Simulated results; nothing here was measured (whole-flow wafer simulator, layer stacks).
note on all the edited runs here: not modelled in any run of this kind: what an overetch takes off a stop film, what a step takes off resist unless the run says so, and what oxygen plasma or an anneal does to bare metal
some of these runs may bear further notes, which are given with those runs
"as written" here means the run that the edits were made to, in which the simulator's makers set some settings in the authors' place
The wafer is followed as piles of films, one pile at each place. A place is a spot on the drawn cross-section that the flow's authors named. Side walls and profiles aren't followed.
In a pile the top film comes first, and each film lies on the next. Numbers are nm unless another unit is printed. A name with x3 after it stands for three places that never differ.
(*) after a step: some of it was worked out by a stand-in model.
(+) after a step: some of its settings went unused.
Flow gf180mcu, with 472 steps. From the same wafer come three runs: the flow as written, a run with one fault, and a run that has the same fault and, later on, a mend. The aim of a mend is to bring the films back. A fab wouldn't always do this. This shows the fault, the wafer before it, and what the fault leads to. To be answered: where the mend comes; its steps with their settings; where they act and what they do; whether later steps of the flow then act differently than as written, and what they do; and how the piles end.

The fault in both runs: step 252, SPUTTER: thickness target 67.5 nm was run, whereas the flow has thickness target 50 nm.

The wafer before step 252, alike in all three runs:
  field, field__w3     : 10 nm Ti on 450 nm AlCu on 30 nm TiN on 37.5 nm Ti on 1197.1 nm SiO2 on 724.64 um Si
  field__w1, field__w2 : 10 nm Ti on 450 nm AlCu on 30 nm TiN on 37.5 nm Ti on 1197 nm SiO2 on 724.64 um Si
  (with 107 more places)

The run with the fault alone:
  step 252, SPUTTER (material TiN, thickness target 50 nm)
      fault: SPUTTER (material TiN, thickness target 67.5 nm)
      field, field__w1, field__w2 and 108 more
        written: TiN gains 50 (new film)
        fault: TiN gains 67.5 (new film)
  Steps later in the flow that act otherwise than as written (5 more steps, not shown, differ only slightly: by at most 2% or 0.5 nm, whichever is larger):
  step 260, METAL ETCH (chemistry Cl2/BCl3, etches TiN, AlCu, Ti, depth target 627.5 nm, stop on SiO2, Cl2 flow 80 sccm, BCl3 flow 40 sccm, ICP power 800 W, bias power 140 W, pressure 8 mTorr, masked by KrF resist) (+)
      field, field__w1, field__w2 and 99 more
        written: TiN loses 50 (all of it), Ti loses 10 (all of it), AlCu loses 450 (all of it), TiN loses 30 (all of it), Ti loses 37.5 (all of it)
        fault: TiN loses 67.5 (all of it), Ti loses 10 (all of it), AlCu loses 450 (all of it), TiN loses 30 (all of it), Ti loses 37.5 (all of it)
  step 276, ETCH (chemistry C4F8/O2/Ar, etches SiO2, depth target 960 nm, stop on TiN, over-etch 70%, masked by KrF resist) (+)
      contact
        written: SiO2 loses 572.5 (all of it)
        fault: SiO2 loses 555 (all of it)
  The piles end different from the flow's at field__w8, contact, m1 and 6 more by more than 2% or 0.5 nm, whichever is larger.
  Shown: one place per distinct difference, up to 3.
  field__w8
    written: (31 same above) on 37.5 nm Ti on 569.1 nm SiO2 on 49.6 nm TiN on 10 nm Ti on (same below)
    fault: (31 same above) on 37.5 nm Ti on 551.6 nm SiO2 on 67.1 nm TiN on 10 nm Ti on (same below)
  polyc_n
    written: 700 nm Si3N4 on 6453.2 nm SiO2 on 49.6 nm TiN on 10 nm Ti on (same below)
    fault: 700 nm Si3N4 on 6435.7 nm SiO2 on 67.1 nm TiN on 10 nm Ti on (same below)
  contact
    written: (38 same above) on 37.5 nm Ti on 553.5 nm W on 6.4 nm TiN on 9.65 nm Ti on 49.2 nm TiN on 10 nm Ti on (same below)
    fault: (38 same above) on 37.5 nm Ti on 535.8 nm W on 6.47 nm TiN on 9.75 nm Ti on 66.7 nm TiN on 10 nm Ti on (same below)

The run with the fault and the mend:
  After step 259 comes the mend.
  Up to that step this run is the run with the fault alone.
  step 259a, STRIP (chemistry O2/N2, power 2160 W, pressure 1700 mTorr) (*)
      field__w8, contact, m1 and 6 more
        KrF resist loses 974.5 (all of it)
  step 259b, METAL ETCH (chemistry Cl2/BCl3, etches TiN, AlCu, Ti, depth target 17.5 nm, Cl2 flow 80 sccm, BCl3 flow 40 sccm, ICP power 800 W, bias power 140 W, pressure 8 mTorr)
      field, field__w1, field__w2 and 108 more
        TiN loses 17.5
  step 259c, HMDS (120 C, 60 s) (a further turn of the flow's step 254)
      leaves every film unchanged at each place that is followed
  step 259d, COAT (KrF resist, thickness 1000 nm) (a further turn of the flow's step 255)
      field, field__w1, field__w2 and 108 more
        KrF resist gains 1000 (new film)
  step 259e, SOFTBAKE (KrF resist) (a further turn of the flow's step 256)
      leaves every film unchanged at each place that is followed
  step 259f, EXPOSE (photomask Metal1) (a further turn of the flow's step 257)
      leaves every film unchanged at each place that is followed
  step 259g, PEB (KrF resist, 135 C, 90 s) (a further turn of the flow's step 258)
      field, field__w1, field__w2 and 108 more
        KrF resist loses 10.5
  step 259h, DEVELOP (thickness 1000 nm, 60 s) (a further turn of the flow's step 259)
      field, field__w1, field__w2 and 99 more
        KrF resist loses 989.5 (all of it)
      field__w8, contact, m1 and 6 more
        KrF resist loses 14.9
  Later steps of the flow that are run all act as written at every place that is followed.
  By the end, the piles equal the flow's at every place that both follow.
